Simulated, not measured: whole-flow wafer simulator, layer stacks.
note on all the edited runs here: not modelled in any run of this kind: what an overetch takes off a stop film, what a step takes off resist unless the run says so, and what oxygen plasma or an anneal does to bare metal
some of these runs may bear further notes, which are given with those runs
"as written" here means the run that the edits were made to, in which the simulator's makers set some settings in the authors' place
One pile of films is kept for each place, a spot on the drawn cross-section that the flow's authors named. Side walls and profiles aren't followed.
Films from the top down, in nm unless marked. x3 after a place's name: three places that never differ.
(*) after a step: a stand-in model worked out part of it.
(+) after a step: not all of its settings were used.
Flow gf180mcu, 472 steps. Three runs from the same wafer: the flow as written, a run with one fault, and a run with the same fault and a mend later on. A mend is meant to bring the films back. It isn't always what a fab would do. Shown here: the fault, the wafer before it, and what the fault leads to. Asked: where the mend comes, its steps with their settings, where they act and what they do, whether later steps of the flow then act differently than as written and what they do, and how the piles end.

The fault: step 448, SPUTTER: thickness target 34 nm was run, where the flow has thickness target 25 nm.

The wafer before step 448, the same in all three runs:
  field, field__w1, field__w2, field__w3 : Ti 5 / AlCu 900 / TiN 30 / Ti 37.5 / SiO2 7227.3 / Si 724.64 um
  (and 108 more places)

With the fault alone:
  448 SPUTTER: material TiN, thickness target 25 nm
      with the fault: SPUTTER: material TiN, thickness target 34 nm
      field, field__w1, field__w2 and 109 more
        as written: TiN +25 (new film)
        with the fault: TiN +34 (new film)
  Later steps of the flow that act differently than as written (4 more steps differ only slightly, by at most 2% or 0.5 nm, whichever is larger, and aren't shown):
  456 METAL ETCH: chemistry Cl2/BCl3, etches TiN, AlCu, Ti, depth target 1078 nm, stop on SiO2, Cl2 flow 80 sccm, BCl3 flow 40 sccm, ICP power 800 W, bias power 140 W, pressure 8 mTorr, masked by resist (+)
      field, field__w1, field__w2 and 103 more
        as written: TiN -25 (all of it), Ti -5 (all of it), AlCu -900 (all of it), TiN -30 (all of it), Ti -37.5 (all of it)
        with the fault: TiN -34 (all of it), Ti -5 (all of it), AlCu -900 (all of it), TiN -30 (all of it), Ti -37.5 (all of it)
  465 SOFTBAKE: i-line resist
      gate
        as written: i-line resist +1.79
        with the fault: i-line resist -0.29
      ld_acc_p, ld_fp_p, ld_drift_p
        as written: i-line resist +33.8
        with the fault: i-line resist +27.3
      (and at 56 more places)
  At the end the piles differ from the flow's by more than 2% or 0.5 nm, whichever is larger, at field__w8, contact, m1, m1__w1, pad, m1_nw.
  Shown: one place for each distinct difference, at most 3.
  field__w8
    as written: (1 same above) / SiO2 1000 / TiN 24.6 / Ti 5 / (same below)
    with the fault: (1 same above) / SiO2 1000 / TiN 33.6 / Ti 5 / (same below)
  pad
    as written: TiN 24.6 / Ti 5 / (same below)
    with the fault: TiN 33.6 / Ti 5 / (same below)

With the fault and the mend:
  The mend comes after step 455.
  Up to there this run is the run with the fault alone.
  455a STRIP: chemistry O2/N2, power 2160 W, pressure 1700 mTorr (*)
      field__w8, contact, m1, m1__w1, pad, m1_nw
        resist -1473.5 (all of it)
  455b METAL ETCH: chemistry Cl2/BCl3, etches TiN, AlCu, Ti, depth target 9 nm, Cl2 flow 80 sccm, BCl3 flow 40 sccm, ICP power 800 W, bias power 140 W, pressure 8 mTorr (the flow's step 260 once more, with other settings)
      field, field__w1, field__w2 and 109 more
        TiN -9
  455c HMDS: 120 C, 60 s (the flow's step 450 once more)
      changes no film at any place that is followed
  455d COAT: resist, thickness 1500 nm (the flow's step 451 once more)
      field, field__w1, field__w2 and 109 more
        resist +1500 (new film)
  455e SOFTBAKE: resist (the flow's step 452 once more)
      changes no film at any place that is followed
  455f EXPOSE: photomask MetalTop (the flow's step 453 once more)
      changes no film at any place that is followed
  455g PEB: resist, 70.3 s (the flow's step 454 once more)
      field, field__w1, field__w2 and 109 more
        resist -26.5
  455h DEVELOP: thickness 1500 nm, 60 s (the flow's step 455 once more)
      field, field__w1, field__w2 and 103 more
        resist -1473.5 (all of it)
  No later step of the flow acts differently than as written at any place that is followed.
  At the end the piles are the same as the flow's at every place that both follow.
